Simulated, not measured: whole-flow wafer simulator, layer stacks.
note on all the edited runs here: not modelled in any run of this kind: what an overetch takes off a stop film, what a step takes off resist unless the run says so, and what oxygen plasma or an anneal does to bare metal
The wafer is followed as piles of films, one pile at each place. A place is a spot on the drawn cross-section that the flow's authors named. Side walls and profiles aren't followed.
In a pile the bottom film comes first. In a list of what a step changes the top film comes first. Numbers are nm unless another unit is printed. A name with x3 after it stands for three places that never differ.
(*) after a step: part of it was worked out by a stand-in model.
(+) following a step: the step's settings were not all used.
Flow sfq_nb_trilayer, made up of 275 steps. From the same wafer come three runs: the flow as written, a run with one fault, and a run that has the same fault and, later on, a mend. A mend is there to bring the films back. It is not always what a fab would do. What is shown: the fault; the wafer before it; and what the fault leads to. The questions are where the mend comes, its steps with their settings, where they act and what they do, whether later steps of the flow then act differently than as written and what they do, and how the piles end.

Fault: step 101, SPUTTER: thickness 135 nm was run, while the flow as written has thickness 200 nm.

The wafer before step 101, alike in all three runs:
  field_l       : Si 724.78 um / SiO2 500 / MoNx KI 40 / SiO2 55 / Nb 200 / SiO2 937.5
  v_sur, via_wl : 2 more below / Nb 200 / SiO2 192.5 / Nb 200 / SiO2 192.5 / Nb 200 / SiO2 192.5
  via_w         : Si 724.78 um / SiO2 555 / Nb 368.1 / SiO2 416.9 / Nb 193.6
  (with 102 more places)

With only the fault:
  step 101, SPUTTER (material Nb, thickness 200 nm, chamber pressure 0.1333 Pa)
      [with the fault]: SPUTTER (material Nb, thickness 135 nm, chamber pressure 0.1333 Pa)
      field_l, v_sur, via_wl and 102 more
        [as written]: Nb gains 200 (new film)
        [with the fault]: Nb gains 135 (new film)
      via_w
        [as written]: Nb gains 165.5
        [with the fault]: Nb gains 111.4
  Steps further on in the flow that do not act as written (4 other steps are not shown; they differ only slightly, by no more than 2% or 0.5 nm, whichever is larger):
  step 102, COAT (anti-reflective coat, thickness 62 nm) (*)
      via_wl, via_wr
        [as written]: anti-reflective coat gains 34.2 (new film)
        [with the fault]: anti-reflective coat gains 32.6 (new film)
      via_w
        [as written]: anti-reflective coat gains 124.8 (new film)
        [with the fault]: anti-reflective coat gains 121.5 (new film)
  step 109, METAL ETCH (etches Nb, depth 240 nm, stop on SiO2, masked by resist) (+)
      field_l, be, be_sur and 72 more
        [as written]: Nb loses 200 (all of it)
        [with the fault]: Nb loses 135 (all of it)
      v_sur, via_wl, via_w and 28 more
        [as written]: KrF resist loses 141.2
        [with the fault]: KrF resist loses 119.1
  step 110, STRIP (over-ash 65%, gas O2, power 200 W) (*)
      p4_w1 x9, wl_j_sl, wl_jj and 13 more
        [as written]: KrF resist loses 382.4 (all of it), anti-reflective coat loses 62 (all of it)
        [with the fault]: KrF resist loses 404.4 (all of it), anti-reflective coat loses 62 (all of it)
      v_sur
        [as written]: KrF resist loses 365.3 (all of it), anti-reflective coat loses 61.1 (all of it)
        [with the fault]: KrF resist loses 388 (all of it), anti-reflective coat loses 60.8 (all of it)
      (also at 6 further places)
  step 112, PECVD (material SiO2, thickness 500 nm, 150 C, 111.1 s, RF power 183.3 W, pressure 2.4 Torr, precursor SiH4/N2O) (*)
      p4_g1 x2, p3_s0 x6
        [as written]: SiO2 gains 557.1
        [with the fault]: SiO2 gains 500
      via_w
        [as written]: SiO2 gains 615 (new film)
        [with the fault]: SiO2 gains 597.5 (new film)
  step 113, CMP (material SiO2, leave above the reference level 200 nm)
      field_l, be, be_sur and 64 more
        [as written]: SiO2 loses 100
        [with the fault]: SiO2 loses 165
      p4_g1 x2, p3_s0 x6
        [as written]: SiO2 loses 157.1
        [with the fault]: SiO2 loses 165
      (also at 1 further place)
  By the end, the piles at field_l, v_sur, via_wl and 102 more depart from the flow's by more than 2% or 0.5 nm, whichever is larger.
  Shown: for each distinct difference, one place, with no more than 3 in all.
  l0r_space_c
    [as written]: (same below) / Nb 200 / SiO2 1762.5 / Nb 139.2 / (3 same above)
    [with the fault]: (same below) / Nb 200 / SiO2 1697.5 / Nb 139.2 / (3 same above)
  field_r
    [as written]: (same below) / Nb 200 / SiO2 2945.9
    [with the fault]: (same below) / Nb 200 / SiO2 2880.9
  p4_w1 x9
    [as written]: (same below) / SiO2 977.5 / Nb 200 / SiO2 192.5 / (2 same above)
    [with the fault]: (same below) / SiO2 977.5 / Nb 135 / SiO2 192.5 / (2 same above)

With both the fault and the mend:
  After step 101 comes the mend.
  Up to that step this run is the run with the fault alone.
  step 101a, SPUTTER (material Nb, thickness 65 nm, chamber pressure 0.1333 Pa) (a further turn of the flow's step 101, with different settings)
      field_l, v_sur, via_wl and 102 more
        Nb gains 65
      via_w
        Nb gains 51.2
  Later steps of the flow that are run all act as written at every place that is followed, up to a difference of at most 2% or 0.5 nm, whichever is larger.
  At the end the piles are close to the flow's at the places that both follow, differing by at most 2% or 0.5 nm, whichever is larger.
